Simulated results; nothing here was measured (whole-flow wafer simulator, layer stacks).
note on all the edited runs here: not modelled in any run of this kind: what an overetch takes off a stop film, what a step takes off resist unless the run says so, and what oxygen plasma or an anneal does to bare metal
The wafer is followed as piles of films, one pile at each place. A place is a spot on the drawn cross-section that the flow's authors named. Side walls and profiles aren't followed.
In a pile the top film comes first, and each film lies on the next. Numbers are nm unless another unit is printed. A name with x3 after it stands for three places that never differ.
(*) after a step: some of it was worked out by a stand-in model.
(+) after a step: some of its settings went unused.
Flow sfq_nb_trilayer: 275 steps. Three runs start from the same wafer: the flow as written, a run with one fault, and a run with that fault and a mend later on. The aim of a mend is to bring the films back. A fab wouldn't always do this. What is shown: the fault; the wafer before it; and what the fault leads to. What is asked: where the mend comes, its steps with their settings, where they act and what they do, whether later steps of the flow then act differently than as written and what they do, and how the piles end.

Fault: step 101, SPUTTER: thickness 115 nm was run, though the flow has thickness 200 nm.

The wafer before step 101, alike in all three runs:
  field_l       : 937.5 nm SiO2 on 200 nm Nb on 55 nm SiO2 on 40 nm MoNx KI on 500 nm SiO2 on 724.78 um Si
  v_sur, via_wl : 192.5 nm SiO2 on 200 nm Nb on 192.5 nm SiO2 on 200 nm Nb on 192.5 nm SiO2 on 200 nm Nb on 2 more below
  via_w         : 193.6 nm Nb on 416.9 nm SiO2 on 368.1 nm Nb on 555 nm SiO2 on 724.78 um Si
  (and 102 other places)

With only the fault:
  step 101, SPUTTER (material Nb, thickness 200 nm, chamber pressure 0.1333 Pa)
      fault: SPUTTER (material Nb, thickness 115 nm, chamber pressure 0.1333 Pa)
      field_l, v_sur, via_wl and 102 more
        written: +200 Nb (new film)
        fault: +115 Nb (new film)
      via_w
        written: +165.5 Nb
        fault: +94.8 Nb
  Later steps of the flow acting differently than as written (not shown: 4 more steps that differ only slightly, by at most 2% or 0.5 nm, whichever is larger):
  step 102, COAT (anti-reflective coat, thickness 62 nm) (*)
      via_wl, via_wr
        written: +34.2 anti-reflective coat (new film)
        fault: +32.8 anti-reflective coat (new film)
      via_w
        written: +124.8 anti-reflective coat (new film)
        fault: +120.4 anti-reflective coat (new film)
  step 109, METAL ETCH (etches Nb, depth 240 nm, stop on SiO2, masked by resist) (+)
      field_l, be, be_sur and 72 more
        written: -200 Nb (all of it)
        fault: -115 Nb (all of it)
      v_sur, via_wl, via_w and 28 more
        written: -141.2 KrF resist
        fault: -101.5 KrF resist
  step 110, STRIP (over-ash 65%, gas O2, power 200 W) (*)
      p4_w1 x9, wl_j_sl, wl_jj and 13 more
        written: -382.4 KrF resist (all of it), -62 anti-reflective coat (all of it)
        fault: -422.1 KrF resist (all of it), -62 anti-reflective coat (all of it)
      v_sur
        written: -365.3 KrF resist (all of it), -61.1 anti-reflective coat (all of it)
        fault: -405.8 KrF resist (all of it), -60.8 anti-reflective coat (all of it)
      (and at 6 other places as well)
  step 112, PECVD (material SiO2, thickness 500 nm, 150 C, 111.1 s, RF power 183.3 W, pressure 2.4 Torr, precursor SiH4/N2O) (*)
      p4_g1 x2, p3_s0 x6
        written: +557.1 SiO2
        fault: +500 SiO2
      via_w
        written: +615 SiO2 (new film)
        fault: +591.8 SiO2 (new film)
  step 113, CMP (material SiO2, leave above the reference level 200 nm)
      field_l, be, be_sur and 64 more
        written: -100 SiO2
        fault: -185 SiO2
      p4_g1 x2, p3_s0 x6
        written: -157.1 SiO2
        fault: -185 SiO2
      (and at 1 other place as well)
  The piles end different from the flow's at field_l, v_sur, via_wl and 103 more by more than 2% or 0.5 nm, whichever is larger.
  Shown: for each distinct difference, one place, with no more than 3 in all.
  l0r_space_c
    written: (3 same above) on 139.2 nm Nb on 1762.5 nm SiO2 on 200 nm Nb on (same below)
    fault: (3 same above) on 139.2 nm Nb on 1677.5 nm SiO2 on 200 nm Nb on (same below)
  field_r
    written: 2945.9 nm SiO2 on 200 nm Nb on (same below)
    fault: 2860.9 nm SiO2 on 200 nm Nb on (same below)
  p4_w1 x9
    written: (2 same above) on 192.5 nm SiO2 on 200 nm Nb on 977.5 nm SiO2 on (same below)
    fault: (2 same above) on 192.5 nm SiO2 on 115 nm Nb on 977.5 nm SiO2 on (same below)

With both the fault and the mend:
  The mend follows step 101.
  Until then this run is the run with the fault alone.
  step 101a, SPUTTER (material Nb, thickness 85 nm, chamber pressure 0.1333 Pa) (the flow's step 101 again, with other settings)
      field_l, v_sur, via_wl and 102 more
        +85 Nb
      via_w
        +68.2 Nb
  Every later step of the flow that is run acts as written, at every place that is followed, to within 2% or 0.5 nm, whichever is larger.
  The piles end only slightly different from the flow's at the places that both follow, by no more than 2% or 0.5 nm, whichever is larger.
